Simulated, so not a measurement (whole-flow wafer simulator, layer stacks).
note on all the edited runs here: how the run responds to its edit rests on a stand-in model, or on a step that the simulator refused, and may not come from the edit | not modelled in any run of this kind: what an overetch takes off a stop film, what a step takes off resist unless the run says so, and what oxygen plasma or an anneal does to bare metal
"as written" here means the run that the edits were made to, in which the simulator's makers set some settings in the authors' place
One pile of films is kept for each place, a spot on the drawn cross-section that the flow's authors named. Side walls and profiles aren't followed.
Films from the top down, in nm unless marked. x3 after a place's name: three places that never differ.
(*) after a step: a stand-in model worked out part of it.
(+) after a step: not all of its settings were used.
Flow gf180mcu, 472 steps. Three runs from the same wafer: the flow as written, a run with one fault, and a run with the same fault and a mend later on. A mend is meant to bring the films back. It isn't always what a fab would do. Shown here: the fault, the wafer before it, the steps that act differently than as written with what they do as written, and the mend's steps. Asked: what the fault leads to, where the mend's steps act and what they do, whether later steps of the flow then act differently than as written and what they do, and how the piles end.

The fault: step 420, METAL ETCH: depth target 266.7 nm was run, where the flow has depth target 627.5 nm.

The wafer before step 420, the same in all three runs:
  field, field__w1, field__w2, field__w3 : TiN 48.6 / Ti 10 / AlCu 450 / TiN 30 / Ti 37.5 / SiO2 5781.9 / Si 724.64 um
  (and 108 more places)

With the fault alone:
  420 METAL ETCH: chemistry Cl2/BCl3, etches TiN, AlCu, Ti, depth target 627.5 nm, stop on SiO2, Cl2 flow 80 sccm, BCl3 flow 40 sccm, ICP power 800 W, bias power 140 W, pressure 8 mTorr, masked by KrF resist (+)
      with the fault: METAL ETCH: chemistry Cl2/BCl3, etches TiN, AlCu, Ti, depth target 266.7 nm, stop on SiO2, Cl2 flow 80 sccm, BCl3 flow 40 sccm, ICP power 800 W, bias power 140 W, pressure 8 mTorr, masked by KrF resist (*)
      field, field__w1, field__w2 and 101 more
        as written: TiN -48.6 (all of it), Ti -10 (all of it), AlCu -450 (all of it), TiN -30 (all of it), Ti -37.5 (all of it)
        with the fault: TiN -48.6 (all of it), Ti -10 (all of it), AlCu -208.1
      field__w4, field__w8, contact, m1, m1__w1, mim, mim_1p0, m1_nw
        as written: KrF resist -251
        with the fault: KrF resist -106.7
  Later steps of the flow that act differently than as written (1 more step differs only slightly, by at most 2% or 0.5 nm, whichever is larger, and isn't shown):
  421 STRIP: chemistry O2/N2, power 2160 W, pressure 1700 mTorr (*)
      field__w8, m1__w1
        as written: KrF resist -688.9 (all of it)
        with the fault: KrF resist -833.2 (all of it)
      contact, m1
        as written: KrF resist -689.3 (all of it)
        with the fault: KrF resist -833.6 (all of it)
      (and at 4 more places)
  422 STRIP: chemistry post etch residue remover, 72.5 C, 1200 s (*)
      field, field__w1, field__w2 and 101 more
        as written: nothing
        with the fault: AlCu -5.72
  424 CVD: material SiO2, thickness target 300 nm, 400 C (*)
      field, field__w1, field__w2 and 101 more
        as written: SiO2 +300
        with the fault: SiO2 +300 (new film)
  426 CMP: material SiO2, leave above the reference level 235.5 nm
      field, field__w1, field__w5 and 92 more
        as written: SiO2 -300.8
        with the fault: SiO2 -604.5
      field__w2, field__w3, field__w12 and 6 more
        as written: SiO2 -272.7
        with the fault: SiO2 -604.5
  At the end the piles differ from the flow's by more than 2% or 0.5 nm, whichever is larger, at field, field__w1, field__w2 and 101 more.
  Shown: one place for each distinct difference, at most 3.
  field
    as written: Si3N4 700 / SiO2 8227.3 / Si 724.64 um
    with the fault: Si3N4 700 / SiO2 2141.7 / AlCu 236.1 / TiN 30 / Ti 37.5 / SiO2 5781.9 / Si 724.64 um
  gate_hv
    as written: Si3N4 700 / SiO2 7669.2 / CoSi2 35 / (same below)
    with the fault: Si3N4 700 / SiO2 2141.7 / AlCu 236.1 / TiN 30 / Ti 37.5 / SiO2 5223.8 / CoSi2 35 / (same below)
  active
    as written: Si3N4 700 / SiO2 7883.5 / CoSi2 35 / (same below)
    with the fault: Si3N4 700 / SiO2 2141.7 / AlCu 236.1 / TiN 30 / Ti 37.5 / SiO2 5438.1 / CoSi2 35 / (same below)

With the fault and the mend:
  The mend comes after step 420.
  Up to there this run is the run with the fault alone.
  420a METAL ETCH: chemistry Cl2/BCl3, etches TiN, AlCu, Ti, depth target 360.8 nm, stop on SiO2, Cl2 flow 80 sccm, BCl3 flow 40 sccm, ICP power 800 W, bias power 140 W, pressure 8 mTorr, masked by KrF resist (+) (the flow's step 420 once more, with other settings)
      field, field__w1, field__w2 and 101 more
        AlCu -241.9 (all of it), TiN -30 (all of it), Ti -37.5 (all of it)
      field__w4, field__w8, contact, m1, m1__w1, mim, mim_1p0, m1_nw
        KrF resist -144.3
  No later step of the flow acts differently than as written at any place that is followed.
  At the end the piles are the same as the flow's at every place that both follow.
